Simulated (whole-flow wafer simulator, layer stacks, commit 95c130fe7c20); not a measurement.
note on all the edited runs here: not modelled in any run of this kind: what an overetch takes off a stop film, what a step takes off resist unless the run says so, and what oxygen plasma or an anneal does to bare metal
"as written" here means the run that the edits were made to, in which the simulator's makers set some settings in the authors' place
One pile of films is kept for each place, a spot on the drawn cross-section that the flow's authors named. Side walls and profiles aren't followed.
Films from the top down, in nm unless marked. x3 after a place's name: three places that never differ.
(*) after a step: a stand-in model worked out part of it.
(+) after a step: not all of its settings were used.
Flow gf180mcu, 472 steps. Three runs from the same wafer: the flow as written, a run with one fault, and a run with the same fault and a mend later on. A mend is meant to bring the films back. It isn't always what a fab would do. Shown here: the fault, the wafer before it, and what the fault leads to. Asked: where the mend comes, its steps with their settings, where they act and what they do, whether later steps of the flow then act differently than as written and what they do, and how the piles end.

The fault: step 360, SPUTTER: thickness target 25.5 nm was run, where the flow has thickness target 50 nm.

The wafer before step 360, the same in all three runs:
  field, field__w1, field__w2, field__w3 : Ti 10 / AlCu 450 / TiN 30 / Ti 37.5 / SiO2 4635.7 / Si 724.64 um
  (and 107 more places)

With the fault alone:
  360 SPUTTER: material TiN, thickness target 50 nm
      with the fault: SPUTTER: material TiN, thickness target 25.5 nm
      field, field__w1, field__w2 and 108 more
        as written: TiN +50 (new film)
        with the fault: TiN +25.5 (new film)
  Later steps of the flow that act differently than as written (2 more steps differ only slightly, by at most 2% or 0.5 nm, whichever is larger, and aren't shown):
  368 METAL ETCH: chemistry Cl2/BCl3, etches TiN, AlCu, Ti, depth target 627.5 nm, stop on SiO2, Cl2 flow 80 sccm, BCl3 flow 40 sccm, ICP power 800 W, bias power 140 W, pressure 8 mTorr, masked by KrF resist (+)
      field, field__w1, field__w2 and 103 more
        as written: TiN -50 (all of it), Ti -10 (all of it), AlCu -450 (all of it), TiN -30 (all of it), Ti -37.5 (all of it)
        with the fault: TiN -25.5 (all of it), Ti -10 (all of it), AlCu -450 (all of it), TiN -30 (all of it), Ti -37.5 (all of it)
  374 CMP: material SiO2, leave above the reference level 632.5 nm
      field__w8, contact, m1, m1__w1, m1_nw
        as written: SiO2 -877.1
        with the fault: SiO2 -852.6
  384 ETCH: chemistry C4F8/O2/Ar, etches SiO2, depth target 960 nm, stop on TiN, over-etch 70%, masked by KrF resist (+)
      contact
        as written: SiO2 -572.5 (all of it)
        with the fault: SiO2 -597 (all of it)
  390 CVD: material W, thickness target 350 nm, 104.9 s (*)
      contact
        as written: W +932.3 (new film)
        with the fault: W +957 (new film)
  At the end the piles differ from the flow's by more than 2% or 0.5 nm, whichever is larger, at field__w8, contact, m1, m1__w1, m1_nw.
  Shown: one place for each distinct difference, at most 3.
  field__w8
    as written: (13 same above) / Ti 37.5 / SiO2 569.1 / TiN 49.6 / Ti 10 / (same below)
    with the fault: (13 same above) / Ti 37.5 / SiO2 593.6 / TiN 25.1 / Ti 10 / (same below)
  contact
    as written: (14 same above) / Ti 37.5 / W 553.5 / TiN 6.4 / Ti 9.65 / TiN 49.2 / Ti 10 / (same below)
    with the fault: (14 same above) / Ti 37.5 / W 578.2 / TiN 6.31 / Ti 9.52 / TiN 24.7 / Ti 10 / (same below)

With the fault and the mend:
  The mend comes after step 360.
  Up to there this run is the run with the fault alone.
  360a SPUTTER: material TiN, thickness target 24.5 nm (the flow's step 360 once more, with other settings)
      field, field__w1, field__w2 and 108 more
        TiN +24.5
  No later step of the flow acts differently than as written at any place that is followed.
  At the end the piles are the same as the flow's at every place that both follow.
